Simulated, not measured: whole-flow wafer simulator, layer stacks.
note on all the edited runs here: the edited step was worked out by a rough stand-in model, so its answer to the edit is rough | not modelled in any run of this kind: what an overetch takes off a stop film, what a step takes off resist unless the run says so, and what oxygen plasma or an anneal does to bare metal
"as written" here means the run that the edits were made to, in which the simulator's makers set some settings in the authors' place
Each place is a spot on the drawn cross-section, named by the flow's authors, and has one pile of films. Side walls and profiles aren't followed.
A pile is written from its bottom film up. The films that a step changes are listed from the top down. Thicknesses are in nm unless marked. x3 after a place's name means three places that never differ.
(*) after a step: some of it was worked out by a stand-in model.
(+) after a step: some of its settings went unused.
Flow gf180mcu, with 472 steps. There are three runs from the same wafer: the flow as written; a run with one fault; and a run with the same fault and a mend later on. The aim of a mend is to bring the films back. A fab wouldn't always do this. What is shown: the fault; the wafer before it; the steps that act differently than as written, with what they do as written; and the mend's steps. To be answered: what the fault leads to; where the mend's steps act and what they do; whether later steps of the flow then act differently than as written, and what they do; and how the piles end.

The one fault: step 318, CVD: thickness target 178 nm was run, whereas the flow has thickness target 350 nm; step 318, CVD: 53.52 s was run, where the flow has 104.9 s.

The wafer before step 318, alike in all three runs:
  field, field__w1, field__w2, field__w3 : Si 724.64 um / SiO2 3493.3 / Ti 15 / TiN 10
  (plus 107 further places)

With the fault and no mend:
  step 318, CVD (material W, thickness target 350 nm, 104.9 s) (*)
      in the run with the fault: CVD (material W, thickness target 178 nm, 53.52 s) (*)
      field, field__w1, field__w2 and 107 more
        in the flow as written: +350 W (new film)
        in the run with the fault: +179.9 W (new film)
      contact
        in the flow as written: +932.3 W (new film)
        in the run with the fault: +762.2 W (new film)
  Steps later in the flow that act otherwise than as written:
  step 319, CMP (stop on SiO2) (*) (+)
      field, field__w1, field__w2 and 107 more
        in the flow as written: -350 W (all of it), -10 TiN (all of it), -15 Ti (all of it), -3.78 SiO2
        in the run with the fault: -179.9 W (all of it), -10 TiN (all of it), -15 Ti (all of it), -2.07 SiO2
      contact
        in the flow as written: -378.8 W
        in the run with the fault: -207 W
  At the end the piles are close to the flow's at the places that both follow, differing by at most 2% or 0.5 nm, whichever is larger.

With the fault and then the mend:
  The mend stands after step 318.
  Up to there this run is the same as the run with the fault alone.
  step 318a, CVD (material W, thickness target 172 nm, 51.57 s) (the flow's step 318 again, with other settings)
      field, field__w1, field__w2 and 108 more
        +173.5 W
  Later steps of the flow that are run all act as written at every place that is followed, up to a difference of at most 2% or 0.5 nm, whichever is larger.
  At the end the piles are close to the flow's at the places that both follow, differing by at most 2% or 0.5 nm, whichever is larger.
